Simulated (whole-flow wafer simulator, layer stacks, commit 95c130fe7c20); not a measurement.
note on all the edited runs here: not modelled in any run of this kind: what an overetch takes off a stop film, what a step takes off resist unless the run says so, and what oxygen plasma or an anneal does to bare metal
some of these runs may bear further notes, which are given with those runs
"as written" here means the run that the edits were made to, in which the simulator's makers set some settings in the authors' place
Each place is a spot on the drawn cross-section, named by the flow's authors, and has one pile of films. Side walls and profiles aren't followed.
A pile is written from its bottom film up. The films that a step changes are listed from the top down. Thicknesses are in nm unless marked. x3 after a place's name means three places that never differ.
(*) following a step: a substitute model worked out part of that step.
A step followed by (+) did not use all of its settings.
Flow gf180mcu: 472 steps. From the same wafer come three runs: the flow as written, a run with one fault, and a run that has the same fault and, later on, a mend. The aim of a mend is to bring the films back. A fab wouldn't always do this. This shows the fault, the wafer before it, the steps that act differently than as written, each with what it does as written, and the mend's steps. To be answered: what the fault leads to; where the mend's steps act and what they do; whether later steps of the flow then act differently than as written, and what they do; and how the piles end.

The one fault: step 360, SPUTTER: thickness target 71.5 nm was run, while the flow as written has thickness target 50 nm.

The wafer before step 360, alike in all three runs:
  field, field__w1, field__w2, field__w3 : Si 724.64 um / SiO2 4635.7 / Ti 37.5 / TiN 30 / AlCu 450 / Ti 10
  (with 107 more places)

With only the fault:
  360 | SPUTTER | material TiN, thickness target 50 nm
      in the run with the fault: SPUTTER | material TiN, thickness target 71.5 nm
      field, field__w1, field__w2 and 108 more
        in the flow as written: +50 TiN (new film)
        in the run with the fault: +71.5 TiN (new film)
  Later steps of the flow acting differently than as written (3 more steps, not shown, differ only slightly: by at most 2% or 0.5 nm, whichever is larger):
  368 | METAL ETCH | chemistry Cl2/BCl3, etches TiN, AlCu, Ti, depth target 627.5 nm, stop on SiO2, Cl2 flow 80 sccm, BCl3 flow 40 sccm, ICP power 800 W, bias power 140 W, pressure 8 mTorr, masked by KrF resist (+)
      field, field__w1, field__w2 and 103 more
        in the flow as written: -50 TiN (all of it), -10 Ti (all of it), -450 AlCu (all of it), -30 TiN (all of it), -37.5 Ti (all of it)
        in the run with the fault: -71.5 TiN (all of it), -10 Ti (all of it), -450 AlCu (all of it), -30 TiN (all of it), -37.5 Ti (all of it)
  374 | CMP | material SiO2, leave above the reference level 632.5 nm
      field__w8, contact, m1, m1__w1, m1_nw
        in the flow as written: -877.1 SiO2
        in the run with the fault: -898.6 SiO2
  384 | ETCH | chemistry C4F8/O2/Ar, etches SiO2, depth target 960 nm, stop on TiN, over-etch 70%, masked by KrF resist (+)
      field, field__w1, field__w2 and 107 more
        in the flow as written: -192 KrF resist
        in the run with the fault: -187.3 KrF resist
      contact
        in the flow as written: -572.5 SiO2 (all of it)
        in the run with the fault: -551 SiO2 (all of it)
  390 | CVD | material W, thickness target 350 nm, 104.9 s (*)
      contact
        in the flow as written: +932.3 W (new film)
        in the run with the fault: +910.6 W (new film)
  The piles end different from the flow's at field__w8, contact, m1, m1__w1, m1_nw by more than 2% or 0.5 nm, whichever is larger.
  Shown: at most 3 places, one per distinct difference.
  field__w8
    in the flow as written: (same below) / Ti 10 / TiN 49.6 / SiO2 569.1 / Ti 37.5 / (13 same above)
    in the run with the fault: (same below) / Ti 10 / TiN 71.1 / SiO2 547.6 / Ti 37.5 / (13 same above)
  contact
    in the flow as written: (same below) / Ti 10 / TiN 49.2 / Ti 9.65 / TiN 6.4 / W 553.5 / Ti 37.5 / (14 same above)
    in the run with the fault: (same below) / Ti 10 / TiN 70.7 / Ti 9.77 / TiN 6.48 / W 531.8 / Ti 37.5 / (14 same above)

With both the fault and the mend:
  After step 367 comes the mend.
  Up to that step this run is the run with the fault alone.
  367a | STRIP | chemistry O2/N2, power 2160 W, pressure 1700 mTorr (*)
      field__w8, contact, m1, m1__w1, m1_nw
        -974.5 KrF resist (all of it)
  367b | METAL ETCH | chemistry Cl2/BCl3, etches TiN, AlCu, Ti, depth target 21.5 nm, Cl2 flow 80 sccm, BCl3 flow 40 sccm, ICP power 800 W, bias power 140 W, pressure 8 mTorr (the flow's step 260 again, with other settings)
      field, field__w1, field__w2 and 108 more
        -21.5 TiN
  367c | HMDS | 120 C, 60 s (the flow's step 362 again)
      alters no film at any place that is followed
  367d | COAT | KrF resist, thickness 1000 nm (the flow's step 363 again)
      field, field__w1, field__w2 and 108 more
        +1000 KrF resist (new film)
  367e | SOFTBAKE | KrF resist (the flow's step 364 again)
      alters no film at any place that is followed
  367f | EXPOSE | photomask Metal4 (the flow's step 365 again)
      alters no film at any place that is followed
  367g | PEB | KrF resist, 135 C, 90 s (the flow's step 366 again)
      field, field__w1, field__w2 and 108 more
        -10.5 KrF resist
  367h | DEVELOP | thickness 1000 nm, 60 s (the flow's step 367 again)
      field, field__w1, field__w2 and 103 more
        -989.5 KrF resist (all of it)
      field__w8, contact, m1, m1__w1, m1_nw
        -14.9 KrF resist
  None of the later steps of the flow acts differently than as written at any place that is followed.
  The piles end the same as the flow's at every place that both follow.
